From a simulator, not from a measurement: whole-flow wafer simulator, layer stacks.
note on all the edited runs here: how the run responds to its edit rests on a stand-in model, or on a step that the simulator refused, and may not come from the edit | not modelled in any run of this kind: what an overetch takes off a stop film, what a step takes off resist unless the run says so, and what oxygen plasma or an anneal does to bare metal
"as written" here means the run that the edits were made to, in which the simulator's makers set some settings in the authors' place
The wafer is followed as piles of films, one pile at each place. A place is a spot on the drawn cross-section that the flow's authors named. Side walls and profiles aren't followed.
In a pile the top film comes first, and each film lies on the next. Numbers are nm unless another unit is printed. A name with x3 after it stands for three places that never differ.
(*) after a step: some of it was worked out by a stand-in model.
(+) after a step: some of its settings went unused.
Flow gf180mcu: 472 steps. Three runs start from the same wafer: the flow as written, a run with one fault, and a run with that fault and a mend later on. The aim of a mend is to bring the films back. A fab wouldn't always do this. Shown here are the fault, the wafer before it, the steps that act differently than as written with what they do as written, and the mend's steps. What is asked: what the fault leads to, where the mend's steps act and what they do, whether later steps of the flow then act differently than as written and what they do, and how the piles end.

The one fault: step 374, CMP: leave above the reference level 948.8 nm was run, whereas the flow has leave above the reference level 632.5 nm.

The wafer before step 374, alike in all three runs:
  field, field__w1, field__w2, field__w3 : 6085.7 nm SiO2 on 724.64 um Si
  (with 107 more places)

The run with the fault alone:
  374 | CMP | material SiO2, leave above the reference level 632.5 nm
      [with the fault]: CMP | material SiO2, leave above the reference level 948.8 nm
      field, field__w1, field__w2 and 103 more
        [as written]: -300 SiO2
        [with the fault]: nothing
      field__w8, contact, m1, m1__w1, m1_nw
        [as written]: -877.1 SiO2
        [with the fault]: -560.8 SiO2
  Steps later in the flow that act otherwise than as written (13 more steps, not shown, differ only slightly: by at most 2% or 0.5 nm, whichever is larger):
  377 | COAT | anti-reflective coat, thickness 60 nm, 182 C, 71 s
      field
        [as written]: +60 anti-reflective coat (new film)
        [with the fault]: +66.4 anti-reflective coat (new film)
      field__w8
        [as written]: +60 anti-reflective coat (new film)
        [with the fault]: +50.6 anti-reflective coat (new film)
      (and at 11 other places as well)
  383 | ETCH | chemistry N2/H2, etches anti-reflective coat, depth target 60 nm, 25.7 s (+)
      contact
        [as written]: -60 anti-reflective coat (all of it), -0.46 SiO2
        [with the fault]: -50.5 anti-reflective coat (all of it), -0.7 SiO2
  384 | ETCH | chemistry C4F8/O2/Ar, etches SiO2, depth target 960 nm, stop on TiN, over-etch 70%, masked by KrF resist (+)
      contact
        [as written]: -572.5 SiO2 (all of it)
        [with the fault]: -888.5 SiO2 (all of it)
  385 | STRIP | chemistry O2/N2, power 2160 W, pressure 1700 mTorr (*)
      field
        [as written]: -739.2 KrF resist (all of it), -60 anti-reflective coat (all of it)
        [with the fault]: -735.8 KrF resist (all of it), -66.4 anti-reflective coat (all of it)
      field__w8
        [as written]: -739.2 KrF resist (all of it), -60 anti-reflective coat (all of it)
        [with the fault]: -737.7 KrF resist (all of it), -50.6 anti-reflective coat (all of it)
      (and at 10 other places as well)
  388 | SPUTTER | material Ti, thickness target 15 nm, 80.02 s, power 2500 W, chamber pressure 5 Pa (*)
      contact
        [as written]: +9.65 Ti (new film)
        [with the fault]: +8.11 Ti (new film)
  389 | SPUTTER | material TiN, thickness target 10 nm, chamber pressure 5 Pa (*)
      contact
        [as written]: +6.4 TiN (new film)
        [with the fault]: +5.38 TiN (new film)
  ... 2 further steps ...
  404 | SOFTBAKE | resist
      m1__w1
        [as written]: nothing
        [with the fault]: -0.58 resist
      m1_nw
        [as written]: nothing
        [with the fault]: -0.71 resist
  By the end, the piles at field, field__w1, field__w2 and 109 more depart from the flow's by more than 2% or 0.5 nm, whichever is larger.
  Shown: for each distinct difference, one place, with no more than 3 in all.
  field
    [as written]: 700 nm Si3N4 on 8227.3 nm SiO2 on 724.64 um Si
    [with the fault]: 700 nm Si3N4 on 8527.3 nm SiO2 on 724.64 um Si
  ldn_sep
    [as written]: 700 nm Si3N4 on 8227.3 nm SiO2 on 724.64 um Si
    [with the fault]: 700 nm Si3N4 on 8527.2 nm SiO2 on 724.64 um Si
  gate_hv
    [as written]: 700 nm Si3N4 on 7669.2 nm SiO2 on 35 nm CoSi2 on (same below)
    [with the fault]: 700 nm Si3N4 on 7969.1 nm SiO2 on 35 nm CoSi2 on (same below)

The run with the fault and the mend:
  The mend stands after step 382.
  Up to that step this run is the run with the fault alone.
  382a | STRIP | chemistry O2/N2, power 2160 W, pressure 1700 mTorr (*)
      iso_ptap_pw, iso_ntap_nw, iso_nw_fld and 33 more
        -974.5 KrF resist (all of it), -60 anti-reflective coat (all of it)
      field__w2, field__w3, field__w6 and 20 more
        -974.7 KrF resist (all of it), -60 anti-reflective coat (all of it)
      field_sub, field_sub__w1, field_sub__w2 and 12 more
        -974.6 KrF resist (all of it), -60 anti-reflective coat (all of it)
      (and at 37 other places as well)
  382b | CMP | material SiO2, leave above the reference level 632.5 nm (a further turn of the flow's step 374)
      field, field__w1, field__w2 and 103 more
        -300 SiO2
      field__w8, contact, m1, m1__w1, m1_nw
        -316.3 SiO2
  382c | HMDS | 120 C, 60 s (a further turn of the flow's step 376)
      alters no film at any place that is followed
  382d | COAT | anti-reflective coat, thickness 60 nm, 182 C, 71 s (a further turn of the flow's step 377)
      field, field__w1, field__w2 and 108 more
        +60 anti-reflective coat (new film)
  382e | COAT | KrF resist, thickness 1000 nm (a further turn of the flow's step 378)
      field, field__w1, field__w2 and 108 more
        +1000 KrF resist (new film)
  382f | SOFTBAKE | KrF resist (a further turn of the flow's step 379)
      alters no film at any place that is followed
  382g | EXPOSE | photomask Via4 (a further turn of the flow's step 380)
      alters no film at any place that is followed
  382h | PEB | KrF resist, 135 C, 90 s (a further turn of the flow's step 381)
      field, field__w1, field__w2 and 108 more
        -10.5 KrF resist
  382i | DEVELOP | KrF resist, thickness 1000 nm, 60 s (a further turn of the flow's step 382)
      field, field__w1, field__w2 and 107 more
        -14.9 KrF resist
      contact
        -989.5 KrF resist (all of it)
  Later steps of the flow that are run all act as written at every place that is followed.
  The piles end the same as the flow's at every place that both follow.
